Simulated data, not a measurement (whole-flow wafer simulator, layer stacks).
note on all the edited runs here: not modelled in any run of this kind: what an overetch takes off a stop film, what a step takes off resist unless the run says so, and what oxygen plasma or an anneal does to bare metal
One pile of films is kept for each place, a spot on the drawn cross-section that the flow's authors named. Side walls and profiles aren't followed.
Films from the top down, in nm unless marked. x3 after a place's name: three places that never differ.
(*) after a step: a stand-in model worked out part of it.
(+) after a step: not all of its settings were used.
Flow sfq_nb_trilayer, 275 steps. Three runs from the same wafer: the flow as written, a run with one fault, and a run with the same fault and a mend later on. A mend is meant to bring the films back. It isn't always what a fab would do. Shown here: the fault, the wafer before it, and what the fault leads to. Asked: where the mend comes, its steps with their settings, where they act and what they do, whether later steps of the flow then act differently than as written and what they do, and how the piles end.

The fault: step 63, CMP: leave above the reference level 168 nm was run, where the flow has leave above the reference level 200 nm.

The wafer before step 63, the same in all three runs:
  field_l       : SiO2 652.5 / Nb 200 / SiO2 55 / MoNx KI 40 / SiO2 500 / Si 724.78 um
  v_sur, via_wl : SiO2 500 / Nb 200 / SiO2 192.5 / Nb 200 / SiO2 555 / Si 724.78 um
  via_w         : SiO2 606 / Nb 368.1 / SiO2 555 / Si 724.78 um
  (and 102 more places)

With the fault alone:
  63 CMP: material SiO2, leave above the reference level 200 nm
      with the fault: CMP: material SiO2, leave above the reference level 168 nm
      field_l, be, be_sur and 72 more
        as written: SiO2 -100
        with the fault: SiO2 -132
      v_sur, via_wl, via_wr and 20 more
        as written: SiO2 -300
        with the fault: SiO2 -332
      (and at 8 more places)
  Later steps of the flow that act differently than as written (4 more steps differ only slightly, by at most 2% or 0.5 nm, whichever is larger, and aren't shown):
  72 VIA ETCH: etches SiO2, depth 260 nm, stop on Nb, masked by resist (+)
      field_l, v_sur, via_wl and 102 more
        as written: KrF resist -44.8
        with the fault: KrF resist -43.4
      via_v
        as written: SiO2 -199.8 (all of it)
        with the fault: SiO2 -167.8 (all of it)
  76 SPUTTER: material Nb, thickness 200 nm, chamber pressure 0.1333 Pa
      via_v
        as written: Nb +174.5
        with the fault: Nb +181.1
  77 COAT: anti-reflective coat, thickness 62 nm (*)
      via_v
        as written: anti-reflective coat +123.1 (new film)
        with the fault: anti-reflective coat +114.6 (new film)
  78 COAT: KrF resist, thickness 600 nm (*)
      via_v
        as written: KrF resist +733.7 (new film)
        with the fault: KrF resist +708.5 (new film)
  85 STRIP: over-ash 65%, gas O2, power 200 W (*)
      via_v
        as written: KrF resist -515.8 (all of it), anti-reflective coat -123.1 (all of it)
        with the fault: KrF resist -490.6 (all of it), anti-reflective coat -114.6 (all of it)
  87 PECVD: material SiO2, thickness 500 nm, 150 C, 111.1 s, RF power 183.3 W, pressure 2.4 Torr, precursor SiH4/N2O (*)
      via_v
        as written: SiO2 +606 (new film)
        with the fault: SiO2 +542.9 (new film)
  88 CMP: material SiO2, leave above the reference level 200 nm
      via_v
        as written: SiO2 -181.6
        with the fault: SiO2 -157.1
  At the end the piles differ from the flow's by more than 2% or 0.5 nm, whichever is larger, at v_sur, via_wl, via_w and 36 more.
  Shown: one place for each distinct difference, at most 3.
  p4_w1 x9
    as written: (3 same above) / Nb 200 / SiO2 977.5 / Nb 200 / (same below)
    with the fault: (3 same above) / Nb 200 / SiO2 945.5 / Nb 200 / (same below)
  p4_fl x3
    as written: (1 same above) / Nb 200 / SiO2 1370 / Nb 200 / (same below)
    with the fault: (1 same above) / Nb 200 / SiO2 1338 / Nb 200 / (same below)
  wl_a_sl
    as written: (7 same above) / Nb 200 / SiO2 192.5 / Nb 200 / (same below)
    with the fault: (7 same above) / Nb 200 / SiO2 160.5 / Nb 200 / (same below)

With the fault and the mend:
  The mend comes after step 64.
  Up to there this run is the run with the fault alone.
  64a PECVD: material SiO2, thickness 32 nm, 150 C, 7.111 s, RF power 183.3 W, pressure 2.4 Torr, precursor SiH4/N2O (the flow's step 62 once more, with other settings)
      field_l, v_sur, via_wl and 103 more
        SiO2 +32
  No later step of the flow acts differently than as written at any place that is followed.
  At the end the piles are the same as the flow's at every place that both follow.
